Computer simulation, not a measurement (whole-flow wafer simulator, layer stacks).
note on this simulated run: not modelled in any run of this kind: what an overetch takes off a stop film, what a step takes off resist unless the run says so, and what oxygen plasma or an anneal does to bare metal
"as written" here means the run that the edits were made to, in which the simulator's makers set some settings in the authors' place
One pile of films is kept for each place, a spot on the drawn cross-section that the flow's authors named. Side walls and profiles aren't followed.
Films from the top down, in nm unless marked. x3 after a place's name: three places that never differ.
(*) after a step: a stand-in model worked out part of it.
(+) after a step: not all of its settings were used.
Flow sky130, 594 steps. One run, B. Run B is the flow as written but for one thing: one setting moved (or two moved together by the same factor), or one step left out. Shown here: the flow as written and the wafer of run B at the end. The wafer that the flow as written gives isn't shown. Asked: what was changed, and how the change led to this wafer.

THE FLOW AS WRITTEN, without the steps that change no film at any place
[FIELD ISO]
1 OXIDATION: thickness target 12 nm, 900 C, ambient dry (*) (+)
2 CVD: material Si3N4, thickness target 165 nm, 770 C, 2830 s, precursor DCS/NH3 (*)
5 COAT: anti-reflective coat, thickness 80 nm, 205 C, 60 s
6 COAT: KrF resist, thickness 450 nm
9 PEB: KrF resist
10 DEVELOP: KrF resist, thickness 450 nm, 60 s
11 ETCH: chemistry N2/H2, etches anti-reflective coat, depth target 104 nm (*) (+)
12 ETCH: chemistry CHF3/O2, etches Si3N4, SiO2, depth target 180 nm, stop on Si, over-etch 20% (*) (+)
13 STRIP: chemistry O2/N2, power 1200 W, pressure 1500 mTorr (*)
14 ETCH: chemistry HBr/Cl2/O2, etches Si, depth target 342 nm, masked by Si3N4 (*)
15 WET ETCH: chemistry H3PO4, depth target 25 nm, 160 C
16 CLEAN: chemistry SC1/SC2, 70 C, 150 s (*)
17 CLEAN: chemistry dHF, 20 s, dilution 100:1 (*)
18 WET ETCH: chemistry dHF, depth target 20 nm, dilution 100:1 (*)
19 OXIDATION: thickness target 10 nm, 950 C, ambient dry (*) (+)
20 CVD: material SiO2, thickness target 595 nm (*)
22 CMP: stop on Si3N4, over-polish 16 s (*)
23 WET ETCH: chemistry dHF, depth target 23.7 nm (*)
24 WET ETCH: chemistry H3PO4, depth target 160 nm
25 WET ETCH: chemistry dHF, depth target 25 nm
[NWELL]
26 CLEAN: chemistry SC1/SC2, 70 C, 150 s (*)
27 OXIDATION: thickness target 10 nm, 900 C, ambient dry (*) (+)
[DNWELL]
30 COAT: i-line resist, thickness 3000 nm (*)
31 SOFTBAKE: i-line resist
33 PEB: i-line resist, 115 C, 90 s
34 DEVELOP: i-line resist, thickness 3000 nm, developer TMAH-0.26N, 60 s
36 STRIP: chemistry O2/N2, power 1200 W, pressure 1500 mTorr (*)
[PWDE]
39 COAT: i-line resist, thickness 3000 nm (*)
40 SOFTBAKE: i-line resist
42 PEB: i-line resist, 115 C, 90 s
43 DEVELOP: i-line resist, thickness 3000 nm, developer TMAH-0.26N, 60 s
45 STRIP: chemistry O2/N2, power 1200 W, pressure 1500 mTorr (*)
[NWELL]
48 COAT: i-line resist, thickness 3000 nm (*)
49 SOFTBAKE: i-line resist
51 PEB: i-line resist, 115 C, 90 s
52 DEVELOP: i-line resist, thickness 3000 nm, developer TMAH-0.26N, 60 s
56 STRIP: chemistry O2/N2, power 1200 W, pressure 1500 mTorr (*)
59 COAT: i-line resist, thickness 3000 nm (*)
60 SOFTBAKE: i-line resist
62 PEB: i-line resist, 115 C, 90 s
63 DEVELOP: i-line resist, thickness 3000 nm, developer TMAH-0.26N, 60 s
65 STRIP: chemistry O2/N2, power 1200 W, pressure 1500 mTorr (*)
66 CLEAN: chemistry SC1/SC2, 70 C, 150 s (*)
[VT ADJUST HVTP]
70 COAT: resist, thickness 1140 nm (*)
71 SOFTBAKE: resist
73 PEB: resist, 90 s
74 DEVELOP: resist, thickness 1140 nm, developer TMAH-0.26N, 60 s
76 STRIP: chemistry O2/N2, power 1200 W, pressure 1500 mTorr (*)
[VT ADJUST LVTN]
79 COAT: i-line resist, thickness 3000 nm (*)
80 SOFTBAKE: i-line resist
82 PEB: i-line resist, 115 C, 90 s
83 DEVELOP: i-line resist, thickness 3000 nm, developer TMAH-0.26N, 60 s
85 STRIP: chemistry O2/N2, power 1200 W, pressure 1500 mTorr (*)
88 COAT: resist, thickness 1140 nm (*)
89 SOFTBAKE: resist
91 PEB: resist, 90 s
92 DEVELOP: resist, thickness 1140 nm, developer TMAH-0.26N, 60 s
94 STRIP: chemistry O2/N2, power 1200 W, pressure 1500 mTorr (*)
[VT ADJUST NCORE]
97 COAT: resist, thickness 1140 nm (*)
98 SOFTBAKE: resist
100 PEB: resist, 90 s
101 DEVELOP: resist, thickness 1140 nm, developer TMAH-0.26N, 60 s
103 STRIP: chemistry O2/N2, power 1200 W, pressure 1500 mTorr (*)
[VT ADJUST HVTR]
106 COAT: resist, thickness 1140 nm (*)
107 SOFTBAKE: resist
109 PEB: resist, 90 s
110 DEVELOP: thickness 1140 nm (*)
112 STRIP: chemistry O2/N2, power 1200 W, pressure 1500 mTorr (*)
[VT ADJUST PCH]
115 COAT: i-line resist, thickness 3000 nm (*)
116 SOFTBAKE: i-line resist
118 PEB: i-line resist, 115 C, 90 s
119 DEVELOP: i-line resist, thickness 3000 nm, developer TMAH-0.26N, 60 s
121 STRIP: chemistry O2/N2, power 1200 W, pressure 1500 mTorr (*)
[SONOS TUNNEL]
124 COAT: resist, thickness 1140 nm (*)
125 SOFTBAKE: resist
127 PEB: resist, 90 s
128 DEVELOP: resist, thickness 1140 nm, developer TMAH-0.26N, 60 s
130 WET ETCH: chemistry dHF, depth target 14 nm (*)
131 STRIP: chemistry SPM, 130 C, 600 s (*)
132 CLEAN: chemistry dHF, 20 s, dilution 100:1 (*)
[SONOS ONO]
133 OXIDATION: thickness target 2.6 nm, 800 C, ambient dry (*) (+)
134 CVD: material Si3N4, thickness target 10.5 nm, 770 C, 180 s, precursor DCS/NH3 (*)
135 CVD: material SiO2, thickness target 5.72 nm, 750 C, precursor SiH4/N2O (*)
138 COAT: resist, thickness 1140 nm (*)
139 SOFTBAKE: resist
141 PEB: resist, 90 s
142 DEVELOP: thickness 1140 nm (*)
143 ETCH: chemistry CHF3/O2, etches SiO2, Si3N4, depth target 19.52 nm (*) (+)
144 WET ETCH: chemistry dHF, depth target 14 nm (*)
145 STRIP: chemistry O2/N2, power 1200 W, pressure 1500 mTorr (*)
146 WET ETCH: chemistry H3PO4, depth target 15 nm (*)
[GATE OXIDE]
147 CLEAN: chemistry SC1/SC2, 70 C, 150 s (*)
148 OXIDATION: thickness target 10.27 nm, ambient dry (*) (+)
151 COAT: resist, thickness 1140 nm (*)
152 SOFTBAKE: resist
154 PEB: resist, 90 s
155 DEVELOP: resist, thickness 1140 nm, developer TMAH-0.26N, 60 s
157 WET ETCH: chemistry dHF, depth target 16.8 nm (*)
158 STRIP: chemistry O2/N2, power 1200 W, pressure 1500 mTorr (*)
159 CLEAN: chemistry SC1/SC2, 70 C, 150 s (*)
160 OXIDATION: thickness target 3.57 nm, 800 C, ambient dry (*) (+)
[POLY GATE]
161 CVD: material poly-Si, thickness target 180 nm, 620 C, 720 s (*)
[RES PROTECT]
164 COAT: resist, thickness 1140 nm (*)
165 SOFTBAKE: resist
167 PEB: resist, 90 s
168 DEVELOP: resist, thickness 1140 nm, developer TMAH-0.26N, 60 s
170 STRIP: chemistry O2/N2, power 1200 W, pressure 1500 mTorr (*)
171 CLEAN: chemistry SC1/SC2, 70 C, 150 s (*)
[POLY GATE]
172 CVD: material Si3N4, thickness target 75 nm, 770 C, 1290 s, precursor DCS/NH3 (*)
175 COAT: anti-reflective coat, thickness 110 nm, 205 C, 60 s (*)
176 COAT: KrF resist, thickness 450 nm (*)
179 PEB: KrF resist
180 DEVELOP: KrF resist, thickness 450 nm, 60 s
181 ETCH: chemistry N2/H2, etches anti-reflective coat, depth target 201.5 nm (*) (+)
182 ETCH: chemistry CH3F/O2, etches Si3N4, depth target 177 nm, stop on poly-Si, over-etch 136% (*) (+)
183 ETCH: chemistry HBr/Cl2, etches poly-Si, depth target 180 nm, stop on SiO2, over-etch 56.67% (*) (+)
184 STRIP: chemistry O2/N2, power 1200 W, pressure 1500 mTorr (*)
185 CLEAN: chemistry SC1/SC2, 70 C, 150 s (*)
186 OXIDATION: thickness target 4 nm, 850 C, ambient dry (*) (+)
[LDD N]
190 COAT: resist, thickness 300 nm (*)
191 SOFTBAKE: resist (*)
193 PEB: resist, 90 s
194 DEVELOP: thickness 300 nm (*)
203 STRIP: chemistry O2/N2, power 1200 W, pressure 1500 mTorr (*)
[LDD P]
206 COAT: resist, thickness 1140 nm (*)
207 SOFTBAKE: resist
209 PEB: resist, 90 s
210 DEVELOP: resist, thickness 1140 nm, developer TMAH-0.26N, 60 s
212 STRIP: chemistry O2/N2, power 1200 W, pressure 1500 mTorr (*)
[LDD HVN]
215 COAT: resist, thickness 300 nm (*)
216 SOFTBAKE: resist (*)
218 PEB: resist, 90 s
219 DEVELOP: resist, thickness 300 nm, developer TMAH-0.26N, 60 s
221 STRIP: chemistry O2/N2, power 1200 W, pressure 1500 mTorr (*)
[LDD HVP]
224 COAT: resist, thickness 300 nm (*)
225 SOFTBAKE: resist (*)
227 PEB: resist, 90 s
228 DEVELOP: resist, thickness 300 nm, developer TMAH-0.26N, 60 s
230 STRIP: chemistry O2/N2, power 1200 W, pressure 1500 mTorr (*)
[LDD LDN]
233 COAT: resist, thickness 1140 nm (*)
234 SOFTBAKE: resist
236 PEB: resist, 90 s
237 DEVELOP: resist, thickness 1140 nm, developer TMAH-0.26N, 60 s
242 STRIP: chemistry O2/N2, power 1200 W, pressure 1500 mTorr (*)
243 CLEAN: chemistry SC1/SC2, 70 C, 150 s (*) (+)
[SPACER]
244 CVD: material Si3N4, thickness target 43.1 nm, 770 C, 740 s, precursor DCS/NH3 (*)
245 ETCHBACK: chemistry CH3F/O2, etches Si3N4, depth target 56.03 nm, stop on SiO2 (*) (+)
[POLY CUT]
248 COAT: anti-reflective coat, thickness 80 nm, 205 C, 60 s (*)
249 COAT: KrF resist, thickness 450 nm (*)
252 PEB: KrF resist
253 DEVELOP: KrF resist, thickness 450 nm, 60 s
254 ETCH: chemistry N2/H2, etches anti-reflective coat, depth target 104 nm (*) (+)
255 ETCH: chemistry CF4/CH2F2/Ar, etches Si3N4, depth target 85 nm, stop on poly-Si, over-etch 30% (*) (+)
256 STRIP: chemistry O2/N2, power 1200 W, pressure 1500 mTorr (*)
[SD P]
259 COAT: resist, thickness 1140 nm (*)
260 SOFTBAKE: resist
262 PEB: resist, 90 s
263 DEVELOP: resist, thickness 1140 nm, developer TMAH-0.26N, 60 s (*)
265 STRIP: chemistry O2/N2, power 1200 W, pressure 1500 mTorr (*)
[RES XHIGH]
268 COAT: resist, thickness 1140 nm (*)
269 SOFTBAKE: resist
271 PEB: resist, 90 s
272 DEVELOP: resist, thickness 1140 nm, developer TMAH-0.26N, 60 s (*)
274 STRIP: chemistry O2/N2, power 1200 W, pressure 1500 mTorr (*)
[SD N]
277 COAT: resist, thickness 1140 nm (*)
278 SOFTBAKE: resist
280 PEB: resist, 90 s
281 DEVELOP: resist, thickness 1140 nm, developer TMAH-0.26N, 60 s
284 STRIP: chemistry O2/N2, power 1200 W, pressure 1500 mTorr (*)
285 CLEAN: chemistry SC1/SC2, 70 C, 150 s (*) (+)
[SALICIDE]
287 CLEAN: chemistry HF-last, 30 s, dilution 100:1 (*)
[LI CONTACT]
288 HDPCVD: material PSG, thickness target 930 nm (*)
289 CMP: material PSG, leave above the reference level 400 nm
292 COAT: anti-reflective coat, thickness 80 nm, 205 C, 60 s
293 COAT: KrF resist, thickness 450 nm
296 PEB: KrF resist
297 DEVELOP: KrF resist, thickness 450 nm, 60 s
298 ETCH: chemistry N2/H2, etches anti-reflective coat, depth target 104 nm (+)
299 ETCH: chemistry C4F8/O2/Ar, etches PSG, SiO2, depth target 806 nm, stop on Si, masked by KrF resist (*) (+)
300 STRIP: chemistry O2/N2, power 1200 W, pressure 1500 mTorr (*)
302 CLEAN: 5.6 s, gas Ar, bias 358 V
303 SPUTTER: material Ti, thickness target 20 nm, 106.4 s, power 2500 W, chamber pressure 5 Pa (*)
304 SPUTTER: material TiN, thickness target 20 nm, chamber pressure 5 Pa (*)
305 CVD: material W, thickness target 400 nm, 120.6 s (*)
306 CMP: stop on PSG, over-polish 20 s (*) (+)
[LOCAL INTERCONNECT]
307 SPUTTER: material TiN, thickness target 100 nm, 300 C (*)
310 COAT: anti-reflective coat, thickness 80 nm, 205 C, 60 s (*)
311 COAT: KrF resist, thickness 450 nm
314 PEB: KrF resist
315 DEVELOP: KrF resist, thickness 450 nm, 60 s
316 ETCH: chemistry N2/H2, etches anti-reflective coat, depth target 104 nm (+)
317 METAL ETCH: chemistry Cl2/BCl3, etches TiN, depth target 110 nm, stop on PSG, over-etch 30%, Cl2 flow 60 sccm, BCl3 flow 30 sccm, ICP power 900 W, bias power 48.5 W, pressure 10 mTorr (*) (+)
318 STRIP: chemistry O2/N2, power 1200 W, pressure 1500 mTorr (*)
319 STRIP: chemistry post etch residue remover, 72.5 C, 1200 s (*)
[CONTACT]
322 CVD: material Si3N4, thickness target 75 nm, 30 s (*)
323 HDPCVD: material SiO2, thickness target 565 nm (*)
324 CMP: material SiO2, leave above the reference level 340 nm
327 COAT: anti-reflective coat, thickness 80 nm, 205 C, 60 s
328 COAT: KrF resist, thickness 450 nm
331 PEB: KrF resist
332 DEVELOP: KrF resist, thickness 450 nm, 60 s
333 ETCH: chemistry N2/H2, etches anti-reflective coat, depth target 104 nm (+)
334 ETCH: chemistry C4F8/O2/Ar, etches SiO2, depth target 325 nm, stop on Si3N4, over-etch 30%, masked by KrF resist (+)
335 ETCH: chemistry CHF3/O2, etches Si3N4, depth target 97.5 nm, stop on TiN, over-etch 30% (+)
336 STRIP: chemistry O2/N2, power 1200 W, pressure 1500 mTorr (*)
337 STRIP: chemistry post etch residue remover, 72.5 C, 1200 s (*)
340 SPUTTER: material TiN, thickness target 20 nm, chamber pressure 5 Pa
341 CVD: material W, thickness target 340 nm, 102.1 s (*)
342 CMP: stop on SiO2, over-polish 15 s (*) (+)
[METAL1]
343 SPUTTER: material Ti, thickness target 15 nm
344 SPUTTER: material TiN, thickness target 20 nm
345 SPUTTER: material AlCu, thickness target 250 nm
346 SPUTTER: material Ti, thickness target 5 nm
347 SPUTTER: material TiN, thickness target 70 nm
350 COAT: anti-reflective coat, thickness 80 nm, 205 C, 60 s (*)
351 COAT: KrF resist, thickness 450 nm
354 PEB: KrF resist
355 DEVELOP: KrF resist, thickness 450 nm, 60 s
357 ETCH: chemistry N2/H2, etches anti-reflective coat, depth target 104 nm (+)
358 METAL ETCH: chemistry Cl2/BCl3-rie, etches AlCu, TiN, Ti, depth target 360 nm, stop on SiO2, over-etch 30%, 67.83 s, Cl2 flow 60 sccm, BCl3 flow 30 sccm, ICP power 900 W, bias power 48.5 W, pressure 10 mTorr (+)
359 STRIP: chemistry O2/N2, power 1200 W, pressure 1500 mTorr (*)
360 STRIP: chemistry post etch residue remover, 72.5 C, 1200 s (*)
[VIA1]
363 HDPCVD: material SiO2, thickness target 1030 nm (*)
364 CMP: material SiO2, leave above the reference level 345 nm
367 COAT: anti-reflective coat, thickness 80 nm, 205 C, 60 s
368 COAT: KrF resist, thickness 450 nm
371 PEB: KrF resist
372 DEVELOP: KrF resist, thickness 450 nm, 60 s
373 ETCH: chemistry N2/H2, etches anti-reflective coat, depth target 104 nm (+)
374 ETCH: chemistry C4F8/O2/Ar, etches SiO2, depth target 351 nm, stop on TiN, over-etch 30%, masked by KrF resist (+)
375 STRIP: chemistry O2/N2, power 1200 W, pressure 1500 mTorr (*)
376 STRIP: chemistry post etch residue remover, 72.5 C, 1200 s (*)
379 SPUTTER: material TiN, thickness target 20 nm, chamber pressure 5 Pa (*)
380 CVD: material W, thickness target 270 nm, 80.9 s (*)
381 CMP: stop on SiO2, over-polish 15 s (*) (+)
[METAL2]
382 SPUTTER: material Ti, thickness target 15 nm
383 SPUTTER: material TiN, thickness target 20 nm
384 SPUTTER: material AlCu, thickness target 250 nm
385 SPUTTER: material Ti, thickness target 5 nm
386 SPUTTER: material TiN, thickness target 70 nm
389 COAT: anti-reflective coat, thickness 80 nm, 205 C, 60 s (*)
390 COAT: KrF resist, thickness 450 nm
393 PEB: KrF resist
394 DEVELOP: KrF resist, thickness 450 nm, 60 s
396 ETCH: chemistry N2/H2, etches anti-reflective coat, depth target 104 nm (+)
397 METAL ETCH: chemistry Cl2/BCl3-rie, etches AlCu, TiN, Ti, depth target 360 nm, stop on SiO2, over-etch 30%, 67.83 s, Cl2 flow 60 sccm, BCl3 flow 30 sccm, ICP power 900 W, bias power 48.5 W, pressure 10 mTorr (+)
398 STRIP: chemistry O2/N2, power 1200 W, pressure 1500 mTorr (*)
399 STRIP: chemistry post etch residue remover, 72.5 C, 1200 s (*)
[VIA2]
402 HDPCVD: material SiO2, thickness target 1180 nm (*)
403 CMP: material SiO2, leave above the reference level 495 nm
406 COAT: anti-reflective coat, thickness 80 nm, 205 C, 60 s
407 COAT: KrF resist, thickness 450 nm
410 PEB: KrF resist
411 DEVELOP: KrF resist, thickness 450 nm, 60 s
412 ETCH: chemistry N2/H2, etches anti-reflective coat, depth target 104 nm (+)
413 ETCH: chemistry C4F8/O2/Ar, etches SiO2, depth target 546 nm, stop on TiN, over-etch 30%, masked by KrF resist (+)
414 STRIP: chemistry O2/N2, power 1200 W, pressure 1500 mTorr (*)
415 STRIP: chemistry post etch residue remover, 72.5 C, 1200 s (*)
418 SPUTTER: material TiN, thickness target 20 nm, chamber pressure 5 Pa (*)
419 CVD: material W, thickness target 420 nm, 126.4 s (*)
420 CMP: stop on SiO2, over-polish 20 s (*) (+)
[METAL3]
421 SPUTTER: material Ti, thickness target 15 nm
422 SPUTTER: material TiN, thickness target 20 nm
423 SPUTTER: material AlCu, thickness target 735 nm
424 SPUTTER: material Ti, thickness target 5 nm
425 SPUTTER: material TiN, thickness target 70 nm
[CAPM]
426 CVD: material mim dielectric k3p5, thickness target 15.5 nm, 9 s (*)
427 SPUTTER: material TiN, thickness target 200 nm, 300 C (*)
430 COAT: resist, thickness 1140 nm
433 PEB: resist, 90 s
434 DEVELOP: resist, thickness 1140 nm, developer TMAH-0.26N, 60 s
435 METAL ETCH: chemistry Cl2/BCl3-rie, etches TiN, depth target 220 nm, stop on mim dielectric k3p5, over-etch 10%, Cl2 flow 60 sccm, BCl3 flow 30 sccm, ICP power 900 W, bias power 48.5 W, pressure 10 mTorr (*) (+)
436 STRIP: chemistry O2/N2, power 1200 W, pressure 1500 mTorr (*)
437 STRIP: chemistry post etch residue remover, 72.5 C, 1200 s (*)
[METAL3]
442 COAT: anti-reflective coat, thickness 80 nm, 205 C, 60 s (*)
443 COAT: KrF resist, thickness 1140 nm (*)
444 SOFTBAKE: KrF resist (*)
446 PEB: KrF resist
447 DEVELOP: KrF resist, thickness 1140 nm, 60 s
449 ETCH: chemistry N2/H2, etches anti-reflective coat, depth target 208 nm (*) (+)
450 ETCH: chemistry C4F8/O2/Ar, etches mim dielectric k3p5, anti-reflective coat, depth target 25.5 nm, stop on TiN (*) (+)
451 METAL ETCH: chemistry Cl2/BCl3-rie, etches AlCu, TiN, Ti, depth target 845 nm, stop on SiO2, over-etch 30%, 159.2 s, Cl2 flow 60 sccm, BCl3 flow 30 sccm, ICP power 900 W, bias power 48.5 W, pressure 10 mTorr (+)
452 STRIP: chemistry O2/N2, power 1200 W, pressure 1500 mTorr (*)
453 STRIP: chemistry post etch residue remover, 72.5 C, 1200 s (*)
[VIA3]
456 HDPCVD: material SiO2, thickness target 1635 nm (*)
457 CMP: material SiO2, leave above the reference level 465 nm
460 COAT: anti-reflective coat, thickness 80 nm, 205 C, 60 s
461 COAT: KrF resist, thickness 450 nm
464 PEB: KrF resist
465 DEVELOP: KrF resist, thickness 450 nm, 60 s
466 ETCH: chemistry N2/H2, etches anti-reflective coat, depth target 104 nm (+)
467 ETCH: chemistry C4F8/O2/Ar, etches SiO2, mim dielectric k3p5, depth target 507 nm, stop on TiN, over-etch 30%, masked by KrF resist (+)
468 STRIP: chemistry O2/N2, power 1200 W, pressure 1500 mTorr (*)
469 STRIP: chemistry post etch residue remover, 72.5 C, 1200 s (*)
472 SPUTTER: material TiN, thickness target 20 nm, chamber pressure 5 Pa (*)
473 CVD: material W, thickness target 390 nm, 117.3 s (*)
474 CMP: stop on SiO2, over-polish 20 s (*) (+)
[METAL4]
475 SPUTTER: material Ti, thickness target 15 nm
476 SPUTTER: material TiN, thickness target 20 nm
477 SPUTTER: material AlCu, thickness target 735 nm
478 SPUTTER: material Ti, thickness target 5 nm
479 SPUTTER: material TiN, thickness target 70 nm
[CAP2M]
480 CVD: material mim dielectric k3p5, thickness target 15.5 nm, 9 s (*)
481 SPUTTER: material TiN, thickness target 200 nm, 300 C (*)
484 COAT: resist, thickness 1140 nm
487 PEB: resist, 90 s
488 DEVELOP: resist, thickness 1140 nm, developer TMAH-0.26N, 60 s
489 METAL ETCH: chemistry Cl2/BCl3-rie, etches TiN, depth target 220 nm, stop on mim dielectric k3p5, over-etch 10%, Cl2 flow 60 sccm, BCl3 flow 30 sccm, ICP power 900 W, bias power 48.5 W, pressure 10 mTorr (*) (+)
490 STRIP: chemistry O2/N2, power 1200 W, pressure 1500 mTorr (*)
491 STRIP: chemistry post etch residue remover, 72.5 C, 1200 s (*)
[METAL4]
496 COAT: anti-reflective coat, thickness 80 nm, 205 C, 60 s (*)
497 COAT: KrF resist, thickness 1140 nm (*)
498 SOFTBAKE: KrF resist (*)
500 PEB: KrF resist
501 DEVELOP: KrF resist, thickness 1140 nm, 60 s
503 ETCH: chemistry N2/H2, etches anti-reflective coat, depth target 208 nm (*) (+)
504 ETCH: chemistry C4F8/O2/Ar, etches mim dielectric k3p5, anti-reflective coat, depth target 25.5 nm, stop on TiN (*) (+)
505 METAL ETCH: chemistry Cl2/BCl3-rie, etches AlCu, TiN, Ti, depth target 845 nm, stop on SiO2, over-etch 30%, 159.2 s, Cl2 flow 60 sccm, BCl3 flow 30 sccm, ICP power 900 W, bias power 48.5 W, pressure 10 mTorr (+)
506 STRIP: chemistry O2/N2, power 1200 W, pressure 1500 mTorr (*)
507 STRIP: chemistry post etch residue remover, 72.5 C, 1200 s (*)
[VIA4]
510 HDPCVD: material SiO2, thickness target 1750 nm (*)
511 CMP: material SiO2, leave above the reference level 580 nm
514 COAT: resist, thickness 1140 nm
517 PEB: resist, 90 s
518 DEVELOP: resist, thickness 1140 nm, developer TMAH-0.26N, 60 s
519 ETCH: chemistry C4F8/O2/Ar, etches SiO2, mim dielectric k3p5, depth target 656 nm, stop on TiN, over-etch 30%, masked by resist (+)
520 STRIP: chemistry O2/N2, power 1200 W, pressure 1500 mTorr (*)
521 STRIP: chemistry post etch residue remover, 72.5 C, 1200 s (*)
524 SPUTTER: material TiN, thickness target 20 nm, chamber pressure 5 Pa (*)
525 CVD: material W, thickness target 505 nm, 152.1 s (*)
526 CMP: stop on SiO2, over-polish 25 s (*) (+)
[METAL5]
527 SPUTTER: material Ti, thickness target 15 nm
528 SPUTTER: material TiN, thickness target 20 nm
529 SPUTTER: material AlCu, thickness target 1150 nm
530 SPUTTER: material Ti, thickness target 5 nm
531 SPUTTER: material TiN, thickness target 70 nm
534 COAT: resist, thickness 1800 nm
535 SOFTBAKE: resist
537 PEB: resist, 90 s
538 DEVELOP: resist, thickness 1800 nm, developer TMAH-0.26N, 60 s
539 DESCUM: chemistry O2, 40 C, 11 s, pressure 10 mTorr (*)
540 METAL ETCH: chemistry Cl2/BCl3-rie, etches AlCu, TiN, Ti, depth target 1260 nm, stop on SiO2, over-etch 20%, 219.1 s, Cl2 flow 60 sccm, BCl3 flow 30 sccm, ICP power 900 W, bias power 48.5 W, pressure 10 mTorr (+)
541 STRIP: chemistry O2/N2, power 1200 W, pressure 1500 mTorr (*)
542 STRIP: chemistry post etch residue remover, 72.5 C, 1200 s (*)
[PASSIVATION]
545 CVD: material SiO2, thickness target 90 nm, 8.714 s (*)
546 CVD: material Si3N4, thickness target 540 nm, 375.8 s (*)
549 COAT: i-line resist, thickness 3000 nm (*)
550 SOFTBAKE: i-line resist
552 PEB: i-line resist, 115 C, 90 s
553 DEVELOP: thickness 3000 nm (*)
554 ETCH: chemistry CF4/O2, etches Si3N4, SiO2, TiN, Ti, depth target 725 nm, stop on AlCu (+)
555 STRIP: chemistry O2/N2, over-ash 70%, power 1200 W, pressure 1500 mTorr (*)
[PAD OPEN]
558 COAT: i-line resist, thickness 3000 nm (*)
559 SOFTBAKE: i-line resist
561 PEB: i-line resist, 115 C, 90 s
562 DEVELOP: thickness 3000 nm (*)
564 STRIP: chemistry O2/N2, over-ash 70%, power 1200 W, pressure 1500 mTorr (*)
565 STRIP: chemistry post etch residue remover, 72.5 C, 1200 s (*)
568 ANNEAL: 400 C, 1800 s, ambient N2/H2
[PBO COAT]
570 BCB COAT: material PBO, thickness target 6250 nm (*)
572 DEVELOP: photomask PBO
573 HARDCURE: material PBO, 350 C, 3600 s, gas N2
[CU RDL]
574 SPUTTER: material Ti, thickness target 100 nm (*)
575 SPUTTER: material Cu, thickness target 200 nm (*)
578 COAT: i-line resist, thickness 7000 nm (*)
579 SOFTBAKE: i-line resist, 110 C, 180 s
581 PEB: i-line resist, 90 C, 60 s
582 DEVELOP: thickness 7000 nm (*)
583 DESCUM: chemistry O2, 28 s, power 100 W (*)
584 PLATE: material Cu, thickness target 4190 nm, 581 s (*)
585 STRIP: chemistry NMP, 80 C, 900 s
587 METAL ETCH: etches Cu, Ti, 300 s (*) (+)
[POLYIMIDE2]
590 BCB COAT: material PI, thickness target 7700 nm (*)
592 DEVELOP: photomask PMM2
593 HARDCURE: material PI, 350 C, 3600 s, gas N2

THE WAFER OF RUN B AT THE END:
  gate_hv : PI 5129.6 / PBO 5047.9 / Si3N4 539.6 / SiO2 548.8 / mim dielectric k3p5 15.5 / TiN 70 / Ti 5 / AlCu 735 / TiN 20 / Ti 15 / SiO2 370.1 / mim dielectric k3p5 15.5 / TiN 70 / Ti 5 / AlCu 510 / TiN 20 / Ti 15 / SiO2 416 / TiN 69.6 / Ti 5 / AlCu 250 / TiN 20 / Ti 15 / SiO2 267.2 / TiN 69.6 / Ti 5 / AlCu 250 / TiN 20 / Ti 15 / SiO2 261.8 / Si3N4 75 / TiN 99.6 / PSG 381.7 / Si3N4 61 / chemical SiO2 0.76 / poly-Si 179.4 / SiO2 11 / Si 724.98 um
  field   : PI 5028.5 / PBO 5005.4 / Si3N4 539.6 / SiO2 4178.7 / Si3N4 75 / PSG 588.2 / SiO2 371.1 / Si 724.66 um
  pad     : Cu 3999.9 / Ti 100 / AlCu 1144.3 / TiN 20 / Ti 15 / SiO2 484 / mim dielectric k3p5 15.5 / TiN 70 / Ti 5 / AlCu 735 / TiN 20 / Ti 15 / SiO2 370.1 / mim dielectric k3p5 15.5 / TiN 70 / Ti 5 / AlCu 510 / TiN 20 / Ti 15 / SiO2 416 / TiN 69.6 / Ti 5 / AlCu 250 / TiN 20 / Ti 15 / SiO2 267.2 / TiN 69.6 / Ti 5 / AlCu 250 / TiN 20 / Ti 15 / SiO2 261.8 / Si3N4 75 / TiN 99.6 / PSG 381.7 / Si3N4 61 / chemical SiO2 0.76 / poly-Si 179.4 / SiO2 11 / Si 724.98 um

The cause: step 423, SPUTTER: thickness target 510 nm was run, where the flow has thickness target 735 nm.
It can be read off the wafer: gate_hv has AlCu 510, and step 423 as written asks for 735 nm.

How the change led to this, step by step:
  423 SPUTTER: material AlCu, thickness target 735 nm
      field, active, n_well and 188 more: AlCu +510 (new film) (as written it would be: AlCu +735 (new film))
  451 METAL ETCH: chemistry Cl2/BCl3-rie, etches AlCu, TiN, Ti, depth target 845 nm, stop on SiO2, over-etch 30%, 159.2 s, Cl2 flow 60 sccm, BCl3 flow 30 sccm, ICP power 900 W, bias power 48.5 W, pressure 10 mTorr (+)
      field, active, gate and 69 more: TiN -70 (all of it), Ti -5 (all of it), AlCu -510 (all of it), TiN -20 (all of it), Ti -15 (all of it), SiO2 -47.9 (as written it would be: TiN -70 (all of it), Ti -5 (all of it), AlCu -735 (all of it), TiN -20 (all of it), Ti -15 (all of it), SiO2 -25.4)
      vpp_ln, vpp_iso2, ndiff_ln and 10 more: TiN -70 (all of it), Ti -5 (all of it), AlCu -510 (all of it), TiN -20 (all of it), Ti -15 (all of it), SiO2 -47.8 (as written it would be: TiN -70 (all of it), Ti -5 (all of it), AlCu -735 (all of it), TiN -20 (all of it), Ti -15 (all of it), SiO2 -25.3)
  457 CMP: material SiO2, leave above the reference level 465 nm
      field, active, gate and 82 more: SiO2 -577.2 (as written it would be: SiO2 -374.7)
